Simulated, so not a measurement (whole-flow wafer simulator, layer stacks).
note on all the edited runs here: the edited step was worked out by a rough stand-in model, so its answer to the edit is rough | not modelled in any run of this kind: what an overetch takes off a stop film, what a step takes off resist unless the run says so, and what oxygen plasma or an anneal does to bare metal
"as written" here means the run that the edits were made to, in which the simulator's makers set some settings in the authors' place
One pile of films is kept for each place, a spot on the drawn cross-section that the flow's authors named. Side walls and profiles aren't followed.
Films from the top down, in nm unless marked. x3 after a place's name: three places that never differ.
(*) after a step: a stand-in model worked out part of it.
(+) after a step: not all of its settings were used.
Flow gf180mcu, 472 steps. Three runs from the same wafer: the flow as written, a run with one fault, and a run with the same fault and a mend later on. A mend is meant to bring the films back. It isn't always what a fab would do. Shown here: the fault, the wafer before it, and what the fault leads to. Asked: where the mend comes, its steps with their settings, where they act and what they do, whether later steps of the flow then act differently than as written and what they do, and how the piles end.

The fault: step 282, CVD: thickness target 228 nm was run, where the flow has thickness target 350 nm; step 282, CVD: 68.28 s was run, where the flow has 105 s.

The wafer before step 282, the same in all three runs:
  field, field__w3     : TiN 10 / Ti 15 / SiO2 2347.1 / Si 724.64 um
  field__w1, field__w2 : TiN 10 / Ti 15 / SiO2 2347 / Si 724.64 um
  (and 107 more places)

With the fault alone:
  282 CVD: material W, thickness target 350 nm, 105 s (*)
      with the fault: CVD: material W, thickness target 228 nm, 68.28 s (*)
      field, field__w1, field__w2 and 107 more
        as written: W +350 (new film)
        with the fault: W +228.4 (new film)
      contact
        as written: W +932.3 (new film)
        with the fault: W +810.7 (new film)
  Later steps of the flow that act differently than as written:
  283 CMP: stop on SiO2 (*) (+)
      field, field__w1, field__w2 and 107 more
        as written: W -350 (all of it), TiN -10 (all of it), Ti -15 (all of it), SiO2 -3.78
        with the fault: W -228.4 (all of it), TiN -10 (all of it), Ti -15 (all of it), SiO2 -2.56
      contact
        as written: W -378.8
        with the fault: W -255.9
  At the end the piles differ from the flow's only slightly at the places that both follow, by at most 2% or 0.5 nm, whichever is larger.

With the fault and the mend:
  The mend comes after step 282.
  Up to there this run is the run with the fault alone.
  282a CVD: material W, thickness target 122 nm, 36.62 s (the flow's step 282 once more, with other settings)
      field, field__w1, field__w2 and 108 more
        W +124
  No later step of the flow acts differently than as written, at any place that is followed, by more than 2% or 0.5 nm, whichever is larger.
  At the end the piles differ from the flow's only slightly at the places that both follow, by at most 2% or 0.5 nm, whichever is larger.
